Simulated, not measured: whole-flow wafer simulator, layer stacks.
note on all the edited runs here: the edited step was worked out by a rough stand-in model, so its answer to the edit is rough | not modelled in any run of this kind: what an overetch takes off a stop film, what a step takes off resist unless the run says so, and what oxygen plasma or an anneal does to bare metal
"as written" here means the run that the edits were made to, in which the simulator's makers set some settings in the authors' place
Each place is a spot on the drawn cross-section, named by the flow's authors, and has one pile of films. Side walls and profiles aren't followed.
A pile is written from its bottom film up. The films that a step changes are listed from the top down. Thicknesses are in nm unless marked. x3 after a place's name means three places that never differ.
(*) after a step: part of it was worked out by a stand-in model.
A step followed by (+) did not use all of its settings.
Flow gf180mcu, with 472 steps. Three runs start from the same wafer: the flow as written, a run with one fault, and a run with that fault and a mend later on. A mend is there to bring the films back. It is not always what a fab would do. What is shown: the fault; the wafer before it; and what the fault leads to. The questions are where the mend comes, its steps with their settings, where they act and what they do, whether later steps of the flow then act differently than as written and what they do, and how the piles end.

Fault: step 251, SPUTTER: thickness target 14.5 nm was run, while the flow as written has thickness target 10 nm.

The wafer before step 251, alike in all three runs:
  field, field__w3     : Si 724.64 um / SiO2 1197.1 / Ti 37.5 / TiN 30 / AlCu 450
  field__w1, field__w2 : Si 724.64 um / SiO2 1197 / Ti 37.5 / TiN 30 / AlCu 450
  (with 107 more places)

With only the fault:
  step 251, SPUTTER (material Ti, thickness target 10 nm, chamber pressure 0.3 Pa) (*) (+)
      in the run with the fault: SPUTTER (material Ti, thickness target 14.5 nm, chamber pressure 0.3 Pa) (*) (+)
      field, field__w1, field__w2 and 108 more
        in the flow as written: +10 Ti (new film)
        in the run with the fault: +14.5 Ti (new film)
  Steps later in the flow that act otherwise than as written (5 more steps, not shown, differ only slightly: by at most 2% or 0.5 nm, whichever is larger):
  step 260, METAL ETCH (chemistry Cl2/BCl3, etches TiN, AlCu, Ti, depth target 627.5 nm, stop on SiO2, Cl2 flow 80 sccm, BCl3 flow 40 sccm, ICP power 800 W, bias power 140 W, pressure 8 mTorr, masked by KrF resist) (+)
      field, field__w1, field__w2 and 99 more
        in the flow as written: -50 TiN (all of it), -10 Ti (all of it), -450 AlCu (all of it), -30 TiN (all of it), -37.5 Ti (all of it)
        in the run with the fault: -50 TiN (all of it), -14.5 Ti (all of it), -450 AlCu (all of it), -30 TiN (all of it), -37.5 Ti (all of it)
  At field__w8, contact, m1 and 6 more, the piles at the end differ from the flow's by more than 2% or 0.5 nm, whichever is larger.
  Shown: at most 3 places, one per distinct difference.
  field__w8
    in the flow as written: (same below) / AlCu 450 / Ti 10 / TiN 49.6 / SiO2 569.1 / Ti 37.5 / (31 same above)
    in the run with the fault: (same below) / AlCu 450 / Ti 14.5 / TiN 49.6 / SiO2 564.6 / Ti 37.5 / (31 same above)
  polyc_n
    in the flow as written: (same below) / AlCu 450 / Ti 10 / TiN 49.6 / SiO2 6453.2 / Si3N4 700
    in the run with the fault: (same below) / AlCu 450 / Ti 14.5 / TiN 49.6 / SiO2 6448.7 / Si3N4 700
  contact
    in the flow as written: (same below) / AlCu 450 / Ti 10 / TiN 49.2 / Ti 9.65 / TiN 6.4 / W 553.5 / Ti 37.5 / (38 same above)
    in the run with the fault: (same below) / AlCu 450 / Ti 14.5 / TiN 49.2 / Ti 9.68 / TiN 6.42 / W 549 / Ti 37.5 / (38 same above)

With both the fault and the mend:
  The mend stands after step 259.
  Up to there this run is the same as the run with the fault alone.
  step 260, METAL ETCH (chemistry Cl2/BCl3, etches TiN, AlCu, Ti, depth target 632 nm, stop on SiO2, Cl2 flow 80 sccm, BCl3 flow 40 sccm, ICP power 800 W, bias power 140 W, pressure 8 mTorr, masked by KrF resist) (+) (the flow's step 260, as written with depth target 627.5 nm)
      field, field__w1, field__w2 and 99 more
        -50 TiN (all of it), -14.5 Ti (all of it), -450 AlCu (all of it), -30 TiN (all of it), -37.5 Ti (all of it)
      field__w8, contact, m1 and 6 more
        -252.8 KrF resist
  Later steps of the flow that are run all act as written at every place that is followed, up to a difference of at most 2% or 0.5 nm, whichever is larger.
  At field__w8, contact, m1 and 6 more, the piles at the end differ from the flow's by more than 2% or 0.5 nm, whichever is larger.
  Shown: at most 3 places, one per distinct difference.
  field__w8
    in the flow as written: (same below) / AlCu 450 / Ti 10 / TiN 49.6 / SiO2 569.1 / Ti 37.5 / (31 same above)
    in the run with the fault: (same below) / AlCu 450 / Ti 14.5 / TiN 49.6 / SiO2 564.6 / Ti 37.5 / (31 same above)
    in the run with the mend: (same below) / AlCu 450 / Ti 14.5 / TiN 49.6 / SiO2 564.6 / Ti 37.5 / (31 same above)
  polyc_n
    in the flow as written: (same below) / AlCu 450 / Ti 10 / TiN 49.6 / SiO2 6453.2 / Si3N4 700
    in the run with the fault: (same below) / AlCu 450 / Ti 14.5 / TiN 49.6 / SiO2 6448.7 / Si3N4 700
    in the run with the mend: (same below) / AlCu 450 / Ti 14.5 / TiN 49.6 / SiO2 6448.7 / Si3N4 700
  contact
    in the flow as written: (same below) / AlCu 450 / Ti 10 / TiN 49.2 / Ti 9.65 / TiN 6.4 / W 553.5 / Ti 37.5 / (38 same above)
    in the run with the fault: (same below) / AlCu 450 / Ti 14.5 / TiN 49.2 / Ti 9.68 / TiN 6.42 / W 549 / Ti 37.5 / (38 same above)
    in the run with the mend: (same below) / AlCu 450 / Ti 14.5 / TiN 49.2 / Ti 9.68 / TiN 6.42 / W 549 / Ti 37.5 / (38 same above)
